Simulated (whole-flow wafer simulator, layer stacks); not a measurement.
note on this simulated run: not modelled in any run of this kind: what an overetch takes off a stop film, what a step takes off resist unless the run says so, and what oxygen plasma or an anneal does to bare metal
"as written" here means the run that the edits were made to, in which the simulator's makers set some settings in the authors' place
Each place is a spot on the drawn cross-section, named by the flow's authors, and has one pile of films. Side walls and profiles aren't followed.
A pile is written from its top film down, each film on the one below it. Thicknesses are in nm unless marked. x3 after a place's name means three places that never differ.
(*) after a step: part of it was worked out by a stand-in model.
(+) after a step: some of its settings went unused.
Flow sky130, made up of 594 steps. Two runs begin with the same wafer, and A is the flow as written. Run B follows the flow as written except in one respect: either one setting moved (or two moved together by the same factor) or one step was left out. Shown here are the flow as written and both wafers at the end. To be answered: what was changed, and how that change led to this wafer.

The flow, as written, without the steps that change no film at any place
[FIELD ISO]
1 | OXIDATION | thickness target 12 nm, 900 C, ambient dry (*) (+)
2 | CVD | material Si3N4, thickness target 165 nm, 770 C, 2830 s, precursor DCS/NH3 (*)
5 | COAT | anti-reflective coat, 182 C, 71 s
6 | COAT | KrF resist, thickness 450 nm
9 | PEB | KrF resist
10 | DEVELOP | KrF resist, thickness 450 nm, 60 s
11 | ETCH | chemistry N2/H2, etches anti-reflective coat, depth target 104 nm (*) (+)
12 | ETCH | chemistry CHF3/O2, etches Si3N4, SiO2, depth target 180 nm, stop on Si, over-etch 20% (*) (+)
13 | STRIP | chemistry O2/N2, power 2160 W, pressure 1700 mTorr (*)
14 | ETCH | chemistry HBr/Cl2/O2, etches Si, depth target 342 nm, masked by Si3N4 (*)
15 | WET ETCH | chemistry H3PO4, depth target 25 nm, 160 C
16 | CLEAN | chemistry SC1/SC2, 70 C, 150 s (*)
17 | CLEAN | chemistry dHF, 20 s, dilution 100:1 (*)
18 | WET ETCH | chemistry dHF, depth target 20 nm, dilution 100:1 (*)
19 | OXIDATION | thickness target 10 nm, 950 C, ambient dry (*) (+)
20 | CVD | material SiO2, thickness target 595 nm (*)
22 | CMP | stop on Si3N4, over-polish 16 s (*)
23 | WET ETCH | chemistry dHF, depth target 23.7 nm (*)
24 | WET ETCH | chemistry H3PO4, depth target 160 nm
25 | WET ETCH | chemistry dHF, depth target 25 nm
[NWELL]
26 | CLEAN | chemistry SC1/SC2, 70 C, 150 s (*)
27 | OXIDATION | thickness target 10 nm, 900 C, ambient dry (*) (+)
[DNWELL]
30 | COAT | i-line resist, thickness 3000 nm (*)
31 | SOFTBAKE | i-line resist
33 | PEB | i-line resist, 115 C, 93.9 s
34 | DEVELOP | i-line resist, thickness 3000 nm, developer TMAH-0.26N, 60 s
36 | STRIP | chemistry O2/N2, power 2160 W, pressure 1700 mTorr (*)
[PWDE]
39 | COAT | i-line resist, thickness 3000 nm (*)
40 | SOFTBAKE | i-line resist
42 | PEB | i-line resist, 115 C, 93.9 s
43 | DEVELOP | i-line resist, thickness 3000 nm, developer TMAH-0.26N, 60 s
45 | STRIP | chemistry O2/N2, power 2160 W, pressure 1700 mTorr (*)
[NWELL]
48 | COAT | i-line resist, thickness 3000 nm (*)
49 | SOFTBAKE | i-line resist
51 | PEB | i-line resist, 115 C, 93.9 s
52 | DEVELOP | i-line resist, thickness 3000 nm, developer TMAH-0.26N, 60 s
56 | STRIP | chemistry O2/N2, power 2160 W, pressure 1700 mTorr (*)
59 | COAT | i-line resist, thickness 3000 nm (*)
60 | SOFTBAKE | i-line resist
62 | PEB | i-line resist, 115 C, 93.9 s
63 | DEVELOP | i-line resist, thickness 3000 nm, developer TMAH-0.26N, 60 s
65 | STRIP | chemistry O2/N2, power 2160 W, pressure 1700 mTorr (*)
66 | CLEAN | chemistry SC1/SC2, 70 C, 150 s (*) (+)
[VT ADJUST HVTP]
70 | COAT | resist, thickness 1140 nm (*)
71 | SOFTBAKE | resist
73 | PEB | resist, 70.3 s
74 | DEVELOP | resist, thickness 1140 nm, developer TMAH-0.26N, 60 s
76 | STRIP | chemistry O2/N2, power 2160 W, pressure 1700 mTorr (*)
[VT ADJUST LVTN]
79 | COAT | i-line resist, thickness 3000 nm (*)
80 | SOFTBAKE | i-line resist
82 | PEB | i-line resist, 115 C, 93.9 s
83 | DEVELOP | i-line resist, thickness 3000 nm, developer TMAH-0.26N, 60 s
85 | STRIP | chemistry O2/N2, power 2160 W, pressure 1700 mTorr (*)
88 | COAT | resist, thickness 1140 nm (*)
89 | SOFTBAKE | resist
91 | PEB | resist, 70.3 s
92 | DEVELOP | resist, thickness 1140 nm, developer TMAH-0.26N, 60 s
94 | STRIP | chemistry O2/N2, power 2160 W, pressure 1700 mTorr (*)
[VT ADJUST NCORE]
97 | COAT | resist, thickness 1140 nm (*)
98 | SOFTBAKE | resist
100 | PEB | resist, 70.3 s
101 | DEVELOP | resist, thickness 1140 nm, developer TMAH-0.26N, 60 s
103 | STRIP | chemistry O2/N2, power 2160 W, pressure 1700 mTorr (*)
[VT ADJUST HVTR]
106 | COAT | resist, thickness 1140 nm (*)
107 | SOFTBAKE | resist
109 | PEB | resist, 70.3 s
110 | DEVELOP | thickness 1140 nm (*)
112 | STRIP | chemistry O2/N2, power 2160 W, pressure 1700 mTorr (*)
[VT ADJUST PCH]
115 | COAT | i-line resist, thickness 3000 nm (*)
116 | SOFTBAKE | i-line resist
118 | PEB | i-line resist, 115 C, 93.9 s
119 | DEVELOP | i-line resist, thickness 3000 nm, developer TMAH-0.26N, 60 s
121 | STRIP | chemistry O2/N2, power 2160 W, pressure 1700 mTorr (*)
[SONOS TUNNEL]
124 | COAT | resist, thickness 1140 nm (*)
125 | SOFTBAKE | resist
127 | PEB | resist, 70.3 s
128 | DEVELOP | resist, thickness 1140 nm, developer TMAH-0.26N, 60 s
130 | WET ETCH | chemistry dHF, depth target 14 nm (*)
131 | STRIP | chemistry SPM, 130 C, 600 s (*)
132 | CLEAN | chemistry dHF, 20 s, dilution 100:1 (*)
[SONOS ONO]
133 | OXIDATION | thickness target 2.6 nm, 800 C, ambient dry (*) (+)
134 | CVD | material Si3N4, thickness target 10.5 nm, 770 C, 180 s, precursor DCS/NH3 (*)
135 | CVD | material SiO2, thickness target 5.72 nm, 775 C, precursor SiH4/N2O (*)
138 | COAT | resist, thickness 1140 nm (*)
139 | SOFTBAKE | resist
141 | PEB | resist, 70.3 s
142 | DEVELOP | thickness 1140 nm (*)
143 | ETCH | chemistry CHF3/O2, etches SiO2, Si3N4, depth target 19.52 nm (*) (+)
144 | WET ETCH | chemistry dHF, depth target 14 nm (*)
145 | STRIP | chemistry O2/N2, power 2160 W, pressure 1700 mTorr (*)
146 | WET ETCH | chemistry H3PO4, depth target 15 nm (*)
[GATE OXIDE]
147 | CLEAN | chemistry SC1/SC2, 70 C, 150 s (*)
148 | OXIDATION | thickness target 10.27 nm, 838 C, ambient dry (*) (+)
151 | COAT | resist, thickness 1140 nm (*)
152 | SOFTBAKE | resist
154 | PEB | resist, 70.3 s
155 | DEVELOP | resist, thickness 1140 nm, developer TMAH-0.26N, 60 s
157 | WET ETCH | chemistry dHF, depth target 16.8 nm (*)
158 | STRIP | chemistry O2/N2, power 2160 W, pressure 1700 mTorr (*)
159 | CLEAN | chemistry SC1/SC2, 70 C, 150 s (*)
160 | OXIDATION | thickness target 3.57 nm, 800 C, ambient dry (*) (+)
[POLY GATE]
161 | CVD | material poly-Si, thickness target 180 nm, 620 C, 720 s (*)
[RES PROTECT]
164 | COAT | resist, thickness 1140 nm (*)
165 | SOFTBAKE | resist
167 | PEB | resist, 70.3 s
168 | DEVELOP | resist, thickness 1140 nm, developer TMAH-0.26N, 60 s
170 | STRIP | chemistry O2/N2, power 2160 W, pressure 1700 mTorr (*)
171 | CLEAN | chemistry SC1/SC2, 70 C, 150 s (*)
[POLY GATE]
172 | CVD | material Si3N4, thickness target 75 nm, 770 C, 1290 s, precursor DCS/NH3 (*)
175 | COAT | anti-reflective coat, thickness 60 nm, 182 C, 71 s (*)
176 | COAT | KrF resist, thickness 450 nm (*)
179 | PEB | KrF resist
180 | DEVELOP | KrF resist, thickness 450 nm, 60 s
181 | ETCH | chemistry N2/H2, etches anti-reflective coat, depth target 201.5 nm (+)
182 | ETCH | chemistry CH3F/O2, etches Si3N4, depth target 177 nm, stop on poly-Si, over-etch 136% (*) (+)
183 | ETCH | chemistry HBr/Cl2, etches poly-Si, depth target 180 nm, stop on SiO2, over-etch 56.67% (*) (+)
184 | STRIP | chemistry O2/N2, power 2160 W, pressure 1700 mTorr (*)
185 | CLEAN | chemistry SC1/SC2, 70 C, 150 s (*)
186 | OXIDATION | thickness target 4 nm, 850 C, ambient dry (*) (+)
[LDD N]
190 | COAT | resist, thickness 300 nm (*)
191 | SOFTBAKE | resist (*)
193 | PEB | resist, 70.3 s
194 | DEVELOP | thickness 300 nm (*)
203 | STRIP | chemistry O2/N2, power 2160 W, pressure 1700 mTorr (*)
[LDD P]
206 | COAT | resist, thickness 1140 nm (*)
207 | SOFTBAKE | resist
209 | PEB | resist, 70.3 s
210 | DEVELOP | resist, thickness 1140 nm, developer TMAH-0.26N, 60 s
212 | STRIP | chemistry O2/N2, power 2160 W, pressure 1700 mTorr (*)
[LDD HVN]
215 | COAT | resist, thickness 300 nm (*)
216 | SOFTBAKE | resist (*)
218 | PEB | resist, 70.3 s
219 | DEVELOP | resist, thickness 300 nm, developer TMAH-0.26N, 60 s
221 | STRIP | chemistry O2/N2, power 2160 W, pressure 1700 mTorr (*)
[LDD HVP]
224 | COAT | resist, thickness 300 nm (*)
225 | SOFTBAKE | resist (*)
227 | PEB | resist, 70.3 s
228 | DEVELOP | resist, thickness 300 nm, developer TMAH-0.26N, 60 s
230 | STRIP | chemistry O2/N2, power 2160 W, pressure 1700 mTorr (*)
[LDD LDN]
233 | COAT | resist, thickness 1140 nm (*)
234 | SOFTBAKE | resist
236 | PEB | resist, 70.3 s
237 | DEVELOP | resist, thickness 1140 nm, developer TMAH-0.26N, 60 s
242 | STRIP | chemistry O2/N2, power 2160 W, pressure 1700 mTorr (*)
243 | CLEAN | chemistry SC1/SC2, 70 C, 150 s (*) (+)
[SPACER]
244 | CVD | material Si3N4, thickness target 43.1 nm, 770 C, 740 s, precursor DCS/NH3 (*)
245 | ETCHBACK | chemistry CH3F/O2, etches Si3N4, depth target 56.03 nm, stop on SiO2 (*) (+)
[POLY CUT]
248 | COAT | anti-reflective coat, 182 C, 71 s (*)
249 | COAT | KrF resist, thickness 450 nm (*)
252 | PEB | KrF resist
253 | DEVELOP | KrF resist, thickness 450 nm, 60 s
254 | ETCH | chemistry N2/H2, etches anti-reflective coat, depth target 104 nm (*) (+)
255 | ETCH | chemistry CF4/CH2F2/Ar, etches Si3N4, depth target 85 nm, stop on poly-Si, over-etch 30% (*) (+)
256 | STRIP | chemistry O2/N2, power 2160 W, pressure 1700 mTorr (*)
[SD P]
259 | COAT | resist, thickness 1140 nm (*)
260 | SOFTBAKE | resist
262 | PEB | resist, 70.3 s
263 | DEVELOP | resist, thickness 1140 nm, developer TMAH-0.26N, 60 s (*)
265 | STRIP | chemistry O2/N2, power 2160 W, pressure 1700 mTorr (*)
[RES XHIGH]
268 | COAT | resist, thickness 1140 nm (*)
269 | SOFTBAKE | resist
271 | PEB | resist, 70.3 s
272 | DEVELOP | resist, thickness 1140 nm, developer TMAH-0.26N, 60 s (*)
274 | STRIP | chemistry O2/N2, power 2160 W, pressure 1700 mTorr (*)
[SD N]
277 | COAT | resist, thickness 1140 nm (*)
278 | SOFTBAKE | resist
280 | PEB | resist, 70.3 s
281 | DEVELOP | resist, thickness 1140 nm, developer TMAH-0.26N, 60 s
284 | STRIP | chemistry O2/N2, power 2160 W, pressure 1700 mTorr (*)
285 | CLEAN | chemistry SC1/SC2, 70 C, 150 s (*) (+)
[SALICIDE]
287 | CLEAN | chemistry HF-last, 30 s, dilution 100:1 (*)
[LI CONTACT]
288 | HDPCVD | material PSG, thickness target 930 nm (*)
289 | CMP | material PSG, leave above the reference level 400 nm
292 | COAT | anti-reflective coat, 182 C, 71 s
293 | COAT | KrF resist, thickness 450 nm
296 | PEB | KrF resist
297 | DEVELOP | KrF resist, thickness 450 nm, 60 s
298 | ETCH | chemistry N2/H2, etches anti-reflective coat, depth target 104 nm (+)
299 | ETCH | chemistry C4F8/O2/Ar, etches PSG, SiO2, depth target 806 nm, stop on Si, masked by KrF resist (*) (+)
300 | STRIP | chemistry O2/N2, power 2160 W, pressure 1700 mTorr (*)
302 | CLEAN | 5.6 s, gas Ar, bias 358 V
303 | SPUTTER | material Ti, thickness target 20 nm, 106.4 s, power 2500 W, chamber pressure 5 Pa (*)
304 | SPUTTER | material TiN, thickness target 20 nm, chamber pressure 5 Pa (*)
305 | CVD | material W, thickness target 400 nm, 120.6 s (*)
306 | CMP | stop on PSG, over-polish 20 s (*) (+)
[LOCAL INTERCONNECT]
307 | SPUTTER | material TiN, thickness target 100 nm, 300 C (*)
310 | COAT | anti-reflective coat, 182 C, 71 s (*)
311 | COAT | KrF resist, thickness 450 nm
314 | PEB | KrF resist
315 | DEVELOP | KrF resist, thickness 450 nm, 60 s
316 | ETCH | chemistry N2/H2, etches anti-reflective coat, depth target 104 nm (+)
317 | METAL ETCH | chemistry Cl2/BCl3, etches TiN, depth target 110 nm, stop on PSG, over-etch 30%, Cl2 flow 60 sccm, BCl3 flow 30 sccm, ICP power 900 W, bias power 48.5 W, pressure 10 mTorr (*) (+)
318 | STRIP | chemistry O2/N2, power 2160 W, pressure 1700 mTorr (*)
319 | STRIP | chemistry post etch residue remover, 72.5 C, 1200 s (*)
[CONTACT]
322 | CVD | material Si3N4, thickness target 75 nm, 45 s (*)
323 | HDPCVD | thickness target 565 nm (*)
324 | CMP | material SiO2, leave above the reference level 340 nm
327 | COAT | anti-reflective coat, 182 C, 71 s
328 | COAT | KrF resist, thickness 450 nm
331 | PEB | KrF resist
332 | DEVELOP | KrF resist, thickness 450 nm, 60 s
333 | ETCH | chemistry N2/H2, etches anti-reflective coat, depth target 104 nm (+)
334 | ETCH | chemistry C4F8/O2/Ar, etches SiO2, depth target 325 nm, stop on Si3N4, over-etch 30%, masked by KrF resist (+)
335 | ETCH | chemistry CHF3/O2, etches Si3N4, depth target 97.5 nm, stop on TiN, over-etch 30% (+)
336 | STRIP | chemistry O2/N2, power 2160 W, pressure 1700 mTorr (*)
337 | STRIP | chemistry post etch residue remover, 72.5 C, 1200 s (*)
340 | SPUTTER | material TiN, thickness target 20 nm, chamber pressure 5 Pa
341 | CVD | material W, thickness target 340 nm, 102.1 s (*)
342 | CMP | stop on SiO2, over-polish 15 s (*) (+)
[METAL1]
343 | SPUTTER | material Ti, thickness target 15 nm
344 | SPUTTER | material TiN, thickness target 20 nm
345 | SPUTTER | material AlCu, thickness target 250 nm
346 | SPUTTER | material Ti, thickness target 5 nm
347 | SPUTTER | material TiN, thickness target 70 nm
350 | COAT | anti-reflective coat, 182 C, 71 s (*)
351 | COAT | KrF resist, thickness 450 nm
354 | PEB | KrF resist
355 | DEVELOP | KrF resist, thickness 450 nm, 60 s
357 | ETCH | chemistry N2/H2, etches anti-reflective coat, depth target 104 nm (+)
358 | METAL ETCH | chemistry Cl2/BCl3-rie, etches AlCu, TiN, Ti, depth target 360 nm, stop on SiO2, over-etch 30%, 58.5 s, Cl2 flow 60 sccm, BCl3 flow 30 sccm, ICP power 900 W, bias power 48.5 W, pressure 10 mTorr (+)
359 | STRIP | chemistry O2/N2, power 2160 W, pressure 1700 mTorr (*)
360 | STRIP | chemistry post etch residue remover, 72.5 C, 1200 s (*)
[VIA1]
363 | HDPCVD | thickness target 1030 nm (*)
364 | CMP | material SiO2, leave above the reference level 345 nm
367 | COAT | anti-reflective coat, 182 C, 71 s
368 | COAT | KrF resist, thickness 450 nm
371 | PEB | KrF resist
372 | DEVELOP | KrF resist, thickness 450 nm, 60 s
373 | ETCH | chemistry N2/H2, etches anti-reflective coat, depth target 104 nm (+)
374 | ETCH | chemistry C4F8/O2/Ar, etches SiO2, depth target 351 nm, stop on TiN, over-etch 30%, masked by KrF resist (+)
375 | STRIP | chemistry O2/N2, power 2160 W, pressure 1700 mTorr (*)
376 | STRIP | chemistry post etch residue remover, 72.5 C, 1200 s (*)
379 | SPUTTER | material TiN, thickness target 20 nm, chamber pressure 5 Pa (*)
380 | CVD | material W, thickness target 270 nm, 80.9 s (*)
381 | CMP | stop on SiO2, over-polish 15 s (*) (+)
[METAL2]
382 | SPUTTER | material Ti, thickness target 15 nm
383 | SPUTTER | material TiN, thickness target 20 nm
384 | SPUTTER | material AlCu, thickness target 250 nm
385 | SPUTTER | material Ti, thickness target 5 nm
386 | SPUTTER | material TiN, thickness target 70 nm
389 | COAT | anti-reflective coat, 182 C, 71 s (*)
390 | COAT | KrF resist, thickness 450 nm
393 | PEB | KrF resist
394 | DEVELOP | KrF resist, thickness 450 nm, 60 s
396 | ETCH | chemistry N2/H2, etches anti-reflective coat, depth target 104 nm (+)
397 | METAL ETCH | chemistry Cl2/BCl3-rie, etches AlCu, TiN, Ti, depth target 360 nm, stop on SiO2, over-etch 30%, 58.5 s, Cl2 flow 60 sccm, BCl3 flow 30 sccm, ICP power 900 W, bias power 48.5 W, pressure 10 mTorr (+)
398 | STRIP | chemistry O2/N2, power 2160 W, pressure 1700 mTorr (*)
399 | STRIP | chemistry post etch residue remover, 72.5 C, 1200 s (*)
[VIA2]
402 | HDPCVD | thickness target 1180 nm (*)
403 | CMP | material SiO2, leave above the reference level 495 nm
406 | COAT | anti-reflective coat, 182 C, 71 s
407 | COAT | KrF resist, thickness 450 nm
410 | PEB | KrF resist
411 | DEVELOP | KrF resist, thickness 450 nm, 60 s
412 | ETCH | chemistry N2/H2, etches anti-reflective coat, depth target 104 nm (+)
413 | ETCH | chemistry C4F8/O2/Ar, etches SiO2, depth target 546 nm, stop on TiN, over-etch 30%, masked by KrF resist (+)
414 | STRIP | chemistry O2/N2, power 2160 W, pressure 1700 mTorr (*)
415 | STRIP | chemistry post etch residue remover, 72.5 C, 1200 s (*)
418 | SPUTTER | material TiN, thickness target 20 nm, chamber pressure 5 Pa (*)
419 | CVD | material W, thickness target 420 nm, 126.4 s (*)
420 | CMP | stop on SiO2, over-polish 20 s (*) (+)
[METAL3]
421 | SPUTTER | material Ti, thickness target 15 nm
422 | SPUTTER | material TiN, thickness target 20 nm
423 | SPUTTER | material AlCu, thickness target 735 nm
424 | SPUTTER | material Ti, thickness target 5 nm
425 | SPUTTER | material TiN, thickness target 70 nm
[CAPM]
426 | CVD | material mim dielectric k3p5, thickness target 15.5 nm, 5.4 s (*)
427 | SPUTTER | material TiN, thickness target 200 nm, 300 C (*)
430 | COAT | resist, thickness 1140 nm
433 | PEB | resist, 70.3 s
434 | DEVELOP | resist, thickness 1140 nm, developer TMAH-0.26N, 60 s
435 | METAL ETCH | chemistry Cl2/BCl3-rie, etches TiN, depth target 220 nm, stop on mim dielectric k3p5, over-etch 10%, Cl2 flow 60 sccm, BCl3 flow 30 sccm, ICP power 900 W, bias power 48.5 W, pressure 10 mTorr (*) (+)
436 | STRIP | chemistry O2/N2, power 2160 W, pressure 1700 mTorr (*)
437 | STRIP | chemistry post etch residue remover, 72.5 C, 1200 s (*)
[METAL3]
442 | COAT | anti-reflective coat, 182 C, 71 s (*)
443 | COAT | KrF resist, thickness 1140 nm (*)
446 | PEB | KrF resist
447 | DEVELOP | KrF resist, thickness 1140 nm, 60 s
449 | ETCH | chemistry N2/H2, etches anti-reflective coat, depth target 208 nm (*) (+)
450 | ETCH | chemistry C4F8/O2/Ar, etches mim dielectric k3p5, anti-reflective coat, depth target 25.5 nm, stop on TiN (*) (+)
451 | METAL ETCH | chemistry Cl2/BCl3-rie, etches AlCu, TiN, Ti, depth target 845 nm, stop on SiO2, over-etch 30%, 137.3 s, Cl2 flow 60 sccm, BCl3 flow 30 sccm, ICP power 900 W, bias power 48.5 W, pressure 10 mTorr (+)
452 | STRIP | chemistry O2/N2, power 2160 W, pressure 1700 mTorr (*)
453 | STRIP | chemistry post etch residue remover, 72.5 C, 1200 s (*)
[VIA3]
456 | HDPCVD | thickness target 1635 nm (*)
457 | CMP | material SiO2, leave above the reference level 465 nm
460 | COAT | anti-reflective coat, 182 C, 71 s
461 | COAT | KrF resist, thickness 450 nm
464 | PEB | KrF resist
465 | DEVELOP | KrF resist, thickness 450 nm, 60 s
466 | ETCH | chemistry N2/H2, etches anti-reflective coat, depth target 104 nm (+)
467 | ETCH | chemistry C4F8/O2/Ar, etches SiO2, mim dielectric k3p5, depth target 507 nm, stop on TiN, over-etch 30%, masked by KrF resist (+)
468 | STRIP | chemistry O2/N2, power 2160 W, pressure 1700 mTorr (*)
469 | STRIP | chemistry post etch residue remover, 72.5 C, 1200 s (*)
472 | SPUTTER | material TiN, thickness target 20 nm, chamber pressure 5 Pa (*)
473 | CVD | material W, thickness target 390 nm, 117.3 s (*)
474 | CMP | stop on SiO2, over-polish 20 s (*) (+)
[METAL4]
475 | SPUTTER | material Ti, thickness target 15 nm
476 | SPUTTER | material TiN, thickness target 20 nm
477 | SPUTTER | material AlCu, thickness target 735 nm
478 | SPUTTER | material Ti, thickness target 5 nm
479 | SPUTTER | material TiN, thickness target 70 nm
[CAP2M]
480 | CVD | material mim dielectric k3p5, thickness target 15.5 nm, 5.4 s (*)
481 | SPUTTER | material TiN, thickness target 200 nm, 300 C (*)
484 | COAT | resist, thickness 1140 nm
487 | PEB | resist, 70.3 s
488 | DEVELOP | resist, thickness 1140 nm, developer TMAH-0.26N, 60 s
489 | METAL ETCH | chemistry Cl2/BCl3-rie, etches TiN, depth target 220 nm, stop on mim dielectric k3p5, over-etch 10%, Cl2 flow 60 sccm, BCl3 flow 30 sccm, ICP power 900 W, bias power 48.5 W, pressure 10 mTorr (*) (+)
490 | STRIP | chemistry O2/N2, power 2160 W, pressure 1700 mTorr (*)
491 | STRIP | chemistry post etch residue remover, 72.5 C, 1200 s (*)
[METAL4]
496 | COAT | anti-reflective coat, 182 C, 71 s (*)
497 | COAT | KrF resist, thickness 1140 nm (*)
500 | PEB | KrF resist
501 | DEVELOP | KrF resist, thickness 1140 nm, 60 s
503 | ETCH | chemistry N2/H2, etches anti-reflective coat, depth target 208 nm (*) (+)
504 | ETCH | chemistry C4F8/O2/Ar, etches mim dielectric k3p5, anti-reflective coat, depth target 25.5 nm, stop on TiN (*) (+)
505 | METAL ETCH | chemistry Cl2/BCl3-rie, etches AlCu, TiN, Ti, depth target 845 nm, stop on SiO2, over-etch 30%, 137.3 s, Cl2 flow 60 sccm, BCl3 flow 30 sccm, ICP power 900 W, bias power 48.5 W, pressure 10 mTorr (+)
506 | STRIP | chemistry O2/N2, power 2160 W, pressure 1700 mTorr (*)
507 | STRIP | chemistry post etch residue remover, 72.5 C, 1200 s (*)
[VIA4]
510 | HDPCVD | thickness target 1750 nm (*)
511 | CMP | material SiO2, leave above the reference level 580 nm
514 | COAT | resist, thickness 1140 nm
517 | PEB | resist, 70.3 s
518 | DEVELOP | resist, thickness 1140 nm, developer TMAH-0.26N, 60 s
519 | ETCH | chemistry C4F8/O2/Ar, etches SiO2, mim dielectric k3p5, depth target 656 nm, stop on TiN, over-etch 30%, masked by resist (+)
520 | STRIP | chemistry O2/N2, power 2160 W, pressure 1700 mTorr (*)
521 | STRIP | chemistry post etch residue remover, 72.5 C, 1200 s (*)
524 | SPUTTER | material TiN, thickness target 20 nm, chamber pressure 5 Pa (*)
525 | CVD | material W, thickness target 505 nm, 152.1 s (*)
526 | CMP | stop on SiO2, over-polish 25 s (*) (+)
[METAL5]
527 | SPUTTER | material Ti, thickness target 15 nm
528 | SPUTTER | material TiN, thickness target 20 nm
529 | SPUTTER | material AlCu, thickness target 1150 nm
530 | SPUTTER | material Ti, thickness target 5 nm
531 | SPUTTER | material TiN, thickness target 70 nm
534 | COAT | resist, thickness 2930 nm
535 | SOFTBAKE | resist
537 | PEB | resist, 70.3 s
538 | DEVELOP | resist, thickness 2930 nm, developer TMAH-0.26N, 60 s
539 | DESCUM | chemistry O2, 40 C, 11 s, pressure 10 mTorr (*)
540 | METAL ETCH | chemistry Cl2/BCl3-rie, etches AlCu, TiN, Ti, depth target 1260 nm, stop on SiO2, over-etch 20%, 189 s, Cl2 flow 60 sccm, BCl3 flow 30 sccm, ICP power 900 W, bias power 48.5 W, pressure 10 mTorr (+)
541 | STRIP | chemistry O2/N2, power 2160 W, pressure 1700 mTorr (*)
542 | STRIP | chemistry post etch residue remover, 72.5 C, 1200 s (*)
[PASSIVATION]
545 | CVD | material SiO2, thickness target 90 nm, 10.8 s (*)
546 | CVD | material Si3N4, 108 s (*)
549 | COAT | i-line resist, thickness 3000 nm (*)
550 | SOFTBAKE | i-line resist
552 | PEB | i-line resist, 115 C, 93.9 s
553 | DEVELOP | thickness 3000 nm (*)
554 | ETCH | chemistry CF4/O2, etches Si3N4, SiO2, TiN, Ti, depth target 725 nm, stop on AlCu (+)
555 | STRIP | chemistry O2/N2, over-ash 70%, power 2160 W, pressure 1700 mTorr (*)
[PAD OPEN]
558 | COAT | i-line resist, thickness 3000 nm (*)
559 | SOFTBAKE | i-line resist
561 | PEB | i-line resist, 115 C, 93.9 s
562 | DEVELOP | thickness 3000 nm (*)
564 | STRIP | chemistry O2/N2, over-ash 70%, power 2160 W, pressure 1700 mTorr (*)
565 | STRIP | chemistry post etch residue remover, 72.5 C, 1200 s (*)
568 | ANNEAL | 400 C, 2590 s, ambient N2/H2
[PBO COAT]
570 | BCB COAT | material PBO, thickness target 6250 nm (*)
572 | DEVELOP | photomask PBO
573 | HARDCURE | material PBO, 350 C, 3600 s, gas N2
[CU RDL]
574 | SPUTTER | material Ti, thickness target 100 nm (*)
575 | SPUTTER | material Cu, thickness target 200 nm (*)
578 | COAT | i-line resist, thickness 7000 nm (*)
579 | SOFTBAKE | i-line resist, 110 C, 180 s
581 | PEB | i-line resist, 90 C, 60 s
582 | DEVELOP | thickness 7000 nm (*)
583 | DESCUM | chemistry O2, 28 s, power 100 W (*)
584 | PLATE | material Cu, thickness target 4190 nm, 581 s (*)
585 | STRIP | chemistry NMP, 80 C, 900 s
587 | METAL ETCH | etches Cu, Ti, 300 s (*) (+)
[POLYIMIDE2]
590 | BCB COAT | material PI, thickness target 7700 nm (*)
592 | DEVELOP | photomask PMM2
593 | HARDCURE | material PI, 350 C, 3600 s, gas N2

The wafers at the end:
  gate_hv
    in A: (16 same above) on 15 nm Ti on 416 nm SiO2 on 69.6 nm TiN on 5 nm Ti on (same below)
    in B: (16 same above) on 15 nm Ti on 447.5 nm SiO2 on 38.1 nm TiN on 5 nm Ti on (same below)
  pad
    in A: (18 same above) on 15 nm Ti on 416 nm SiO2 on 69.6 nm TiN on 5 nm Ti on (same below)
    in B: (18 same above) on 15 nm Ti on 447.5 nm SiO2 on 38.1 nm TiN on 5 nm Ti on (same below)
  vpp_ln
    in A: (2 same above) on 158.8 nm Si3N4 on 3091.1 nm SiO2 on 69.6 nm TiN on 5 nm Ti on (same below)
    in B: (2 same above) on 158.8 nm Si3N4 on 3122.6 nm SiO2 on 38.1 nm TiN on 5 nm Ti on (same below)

What caused this: step 386, SPUTTER: thickness target 38.5 nm was run, while the flow as written has thickness target 70 nm.

How this came from the change, step by step:
  386 | SPUTTER | material TiN, thickness target 70 nm
      field, active, n_well and 188 more: A +70 TiN (new film) | B +38.5 TiN (new film)
  397 | METAL ETCH | chemistry Cl2/BCl3-rie, etches AlCu, TiN, Ti, depth target 360 nm, stop on SiO2, over-etch 30%, 58.5 s, Cl2 flow 60 sccm, BCl3 flow 30 sccm, ICP power 900 W, bias power 48.5 W, pressure 10 mTorr (+)
      field, active, gate and 82 more: A -68.7 TiN (all of it), -5 Ti (all of it), -250 AlCu (all of it), -20 TiN (all of it), -15 Ti (all of it), -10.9 SiO2 | B -37.2 TiN (all of it), -5 Ti (all of it), -250 AlCu (all of it), -20 TiN (all of it), -15 Ti (all of it), -14.1 SiO2
  403 | CMP | material SiO2, leave above the reference level 495 nm
      n_well, p_well, gate_hv and 101 more: A -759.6 SiO2 | B -728.1 SiO2
      m1, via1_hole: A -759.1 SiO2 | B -727.6 SiO2
  413 | ETCH | chemistry C4F8/O2/Ar, etches SiO2, depth target 546 nm, stop on TiN, over-etch 30%, masked by KrF resist (+)
      m1: A -420.3 SiO2 (all of it) | B -451.8 SiO2 (all of it)
      via2_hole: A -419.8 SiO2 (all of it) | B -451.3 SiO2 (all of it)
  419 | CVD | material W, thickness target 420 nm, 126.4 s (*)
      m1: A +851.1 W (new film) | B +883 W (new film)
      via2_hole: A +850.7 W (new film) | B +882.6 W (new film)
